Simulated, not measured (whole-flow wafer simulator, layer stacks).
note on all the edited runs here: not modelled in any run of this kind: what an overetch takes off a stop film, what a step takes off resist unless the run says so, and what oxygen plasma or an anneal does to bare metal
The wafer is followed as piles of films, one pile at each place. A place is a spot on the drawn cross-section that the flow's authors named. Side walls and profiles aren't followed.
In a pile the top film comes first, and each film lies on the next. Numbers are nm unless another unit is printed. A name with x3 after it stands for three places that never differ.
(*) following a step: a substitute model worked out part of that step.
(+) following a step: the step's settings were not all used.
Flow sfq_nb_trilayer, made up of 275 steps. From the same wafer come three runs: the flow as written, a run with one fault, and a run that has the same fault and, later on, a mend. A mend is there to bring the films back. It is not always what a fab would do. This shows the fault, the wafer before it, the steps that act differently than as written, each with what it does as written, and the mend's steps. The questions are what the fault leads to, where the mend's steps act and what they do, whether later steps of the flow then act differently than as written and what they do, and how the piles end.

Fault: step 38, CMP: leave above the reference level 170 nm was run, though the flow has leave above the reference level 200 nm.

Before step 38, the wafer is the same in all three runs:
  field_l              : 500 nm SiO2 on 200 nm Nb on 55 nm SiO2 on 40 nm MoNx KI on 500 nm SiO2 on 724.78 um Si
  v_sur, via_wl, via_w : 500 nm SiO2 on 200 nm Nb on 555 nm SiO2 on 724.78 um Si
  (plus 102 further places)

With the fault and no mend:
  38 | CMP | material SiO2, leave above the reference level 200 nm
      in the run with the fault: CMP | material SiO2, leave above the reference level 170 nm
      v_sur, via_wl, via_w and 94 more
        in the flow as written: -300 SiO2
        in the run with the fault: -330 SiO2
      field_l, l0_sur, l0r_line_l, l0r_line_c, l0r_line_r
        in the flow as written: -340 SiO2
        in the run with the fault: -370 SiO2
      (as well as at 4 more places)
  Steps later in the flow that act otherwise than as written (not shown: 4 more steps that differ only slightly, by at most 2% or 0.5 nm, whichever is larger):
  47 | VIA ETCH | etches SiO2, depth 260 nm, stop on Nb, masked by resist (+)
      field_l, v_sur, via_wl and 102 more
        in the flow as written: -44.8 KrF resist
        in the run with the fault: -43.9 KrF resist
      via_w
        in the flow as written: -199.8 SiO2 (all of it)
        in the run with the fault: -169.8 SiO2 (all of it)
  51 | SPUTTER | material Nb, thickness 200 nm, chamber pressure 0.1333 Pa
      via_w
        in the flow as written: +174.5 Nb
        in the run with the fault: +180.7 Nb
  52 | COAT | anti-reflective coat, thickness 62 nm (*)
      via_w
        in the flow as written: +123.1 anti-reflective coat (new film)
        in the run with the fault: +115 anti-reflective coat (new film)
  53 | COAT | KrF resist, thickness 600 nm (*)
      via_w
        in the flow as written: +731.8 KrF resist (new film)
        in the run with the fault: +708 KrF resist (new film)
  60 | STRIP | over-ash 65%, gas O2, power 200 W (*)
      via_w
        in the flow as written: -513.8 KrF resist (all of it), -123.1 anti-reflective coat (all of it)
        in the run with the fault: -490.1 KrF resist (all of it), -115 anti-reflective coat (all of it)
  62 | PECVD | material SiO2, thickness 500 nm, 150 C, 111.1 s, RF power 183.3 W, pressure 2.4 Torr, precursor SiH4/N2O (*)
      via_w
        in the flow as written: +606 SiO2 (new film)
        in the run with the fault: +545.3 SiO2 (new film)
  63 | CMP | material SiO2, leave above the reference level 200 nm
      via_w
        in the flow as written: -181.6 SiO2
        in the run with the fault: -157.1 SiO2
  At v_sur, via_wl, via_w and 37 more, the piles at the end differ from the flow's by more than 2% or 0.5 nm, whichever is larger.
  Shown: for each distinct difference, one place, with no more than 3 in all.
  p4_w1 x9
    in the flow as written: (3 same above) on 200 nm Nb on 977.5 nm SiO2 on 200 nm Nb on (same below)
    in the run with the fault: (3 same above) on 200 nm Nb on 947.5 nm SiO2 on 200 nm Nb on (same below)
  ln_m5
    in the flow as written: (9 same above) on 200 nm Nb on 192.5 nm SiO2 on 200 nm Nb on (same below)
    in the run with the fault: (9 same above) on 200 nm Nb on 162.5 nm SiO2 on 200 nm Nb on (same below)
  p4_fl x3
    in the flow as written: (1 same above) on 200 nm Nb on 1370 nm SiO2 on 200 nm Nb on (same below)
    in the run with the fault: (1 same above) on 200 nm Nb on 1340 nm SiO2 on 200 nm Nb on (same below)

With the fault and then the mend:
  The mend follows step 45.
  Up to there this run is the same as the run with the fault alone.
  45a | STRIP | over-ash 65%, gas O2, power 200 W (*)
      field_l, v_sur, via_wl and 102 more
        -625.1 KrF resist (all of it), -62 anti-reflective coat (all of it)
      via_w
        -62 anti-reflective coat (all of it)
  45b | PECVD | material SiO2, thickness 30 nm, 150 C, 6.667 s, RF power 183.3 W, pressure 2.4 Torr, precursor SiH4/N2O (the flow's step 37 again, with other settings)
      field_l, v_sur, via_wl and 103 more
        +30 SiO2
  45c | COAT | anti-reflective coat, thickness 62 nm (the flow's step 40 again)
      field_l, v_sur, via_wl and 103 more
        +62 anti-reflective coat (new film)
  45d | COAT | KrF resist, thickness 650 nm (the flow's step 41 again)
      field_l, v_sur, via_wl and 103 more
        +650 KrF resist (new film)
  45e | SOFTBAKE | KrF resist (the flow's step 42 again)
      alters no film at any place that is followed
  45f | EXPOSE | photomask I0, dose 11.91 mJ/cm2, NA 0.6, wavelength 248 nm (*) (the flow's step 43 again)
      alters no film at any place that is followed
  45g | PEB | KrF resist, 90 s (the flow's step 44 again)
      field_l, v_sur, via_wl and 103 more
        -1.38 KrF resist
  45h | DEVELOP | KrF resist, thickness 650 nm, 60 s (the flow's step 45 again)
      field_l, v_sur, via_wl and 102 more
        -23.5 KrF resist
      via_w
        -648.6 KrF resist (all of it)
  Every later step of the flow that is run acts as written, at every place that is followed, to within 2% or 0.5 nm, whichever is larger.
  At the end the piles are close to the flow's at the places that both follow, differing by at most 2% or 0.5 nm, whichever is larger.
